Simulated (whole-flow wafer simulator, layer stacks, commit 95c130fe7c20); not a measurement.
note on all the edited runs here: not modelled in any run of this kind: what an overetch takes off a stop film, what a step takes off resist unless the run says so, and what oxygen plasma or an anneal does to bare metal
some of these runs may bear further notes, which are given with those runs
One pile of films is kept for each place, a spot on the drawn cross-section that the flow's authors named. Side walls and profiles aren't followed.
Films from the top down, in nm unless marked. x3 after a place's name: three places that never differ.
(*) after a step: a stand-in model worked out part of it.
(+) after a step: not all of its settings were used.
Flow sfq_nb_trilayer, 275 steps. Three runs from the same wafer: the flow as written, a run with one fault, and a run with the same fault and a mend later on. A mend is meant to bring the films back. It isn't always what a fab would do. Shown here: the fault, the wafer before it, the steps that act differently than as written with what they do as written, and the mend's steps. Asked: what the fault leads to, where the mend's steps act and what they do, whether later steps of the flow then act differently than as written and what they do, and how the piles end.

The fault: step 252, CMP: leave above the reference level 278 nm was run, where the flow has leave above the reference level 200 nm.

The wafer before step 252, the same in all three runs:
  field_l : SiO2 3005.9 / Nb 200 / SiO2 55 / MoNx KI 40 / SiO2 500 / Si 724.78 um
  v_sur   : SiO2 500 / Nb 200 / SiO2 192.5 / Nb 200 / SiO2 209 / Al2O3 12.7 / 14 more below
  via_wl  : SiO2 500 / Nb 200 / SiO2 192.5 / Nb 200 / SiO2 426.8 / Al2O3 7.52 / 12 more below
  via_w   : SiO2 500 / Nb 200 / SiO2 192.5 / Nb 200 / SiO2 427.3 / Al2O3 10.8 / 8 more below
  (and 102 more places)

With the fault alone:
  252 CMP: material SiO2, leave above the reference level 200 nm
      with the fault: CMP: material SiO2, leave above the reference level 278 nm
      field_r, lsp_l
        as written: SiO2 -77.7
        with the fault: nothing
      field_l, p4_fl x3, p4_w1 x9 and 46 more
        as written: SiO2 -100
        with the fault: SiO2 -22
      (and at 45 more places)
  Later steps of the flow that act differently than as written (7 more steps differ only slightly, by at most 2% or 0.5 nm, whichever is larger, and aren't shown):
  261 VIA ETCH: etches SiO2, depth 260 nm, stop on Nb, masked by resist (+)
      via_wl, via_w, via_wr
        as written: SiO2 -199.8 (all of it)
        with the fault: SiO2 -260
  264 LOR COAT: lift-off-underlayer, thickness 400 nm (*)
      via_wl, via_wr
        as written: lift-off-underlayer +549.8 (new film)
        with the fault: lift-off-underlayer +594.8 (new film)
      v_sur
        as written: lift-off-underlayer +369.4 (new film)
        with the fault: lift-off-underlayer +360.2 (new film)
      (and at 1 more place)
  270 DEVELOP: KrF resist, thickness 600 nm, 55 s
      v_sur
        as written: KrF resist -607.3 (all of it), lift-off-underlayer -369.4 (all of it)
        with the fault: KrF resist -609.9 (all of it), lift-off-underlayer -360.2 (all of it)
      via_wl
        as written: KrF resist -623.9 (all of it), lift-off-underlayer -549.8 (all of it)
        with the fault: KrF resist -631.4 (all of it), lift-off-underlayer -594.8 (all of it)
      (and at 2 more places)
  At the end the piles differ from the flow's by more than 2% or 0.5 nm, whichever is larger, at field_l, v_sur, via_wl and 103 more.
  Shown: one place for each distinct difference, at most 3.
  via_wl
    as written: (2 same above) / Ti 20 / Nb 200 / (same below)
    with the fault: (2 same above) / Ti 20 / SiO2 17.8 / Nb 200 / (same below)
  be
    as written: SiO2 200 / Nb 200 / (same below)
    with the fault: SiO2 278 / Nb 200 / (same below)
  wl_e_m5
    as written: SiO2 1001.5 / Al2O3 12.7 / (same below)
    with the fault: SiO2 1079.5 / Al2O3 12.7 / (same below)

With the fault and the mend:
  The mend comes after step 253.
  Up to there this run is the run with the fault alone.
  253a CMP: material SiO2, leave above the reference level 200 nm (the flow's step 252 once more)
      field_l, v_sur, via_wl and 101 more
        SiO2 -78
      field_r, lsp_l
        SiO2 -77.7
  No later step of the flow acts differently than as written at any place that is followed.
  At the end the piles are the same as the flow's at every place that both follow.
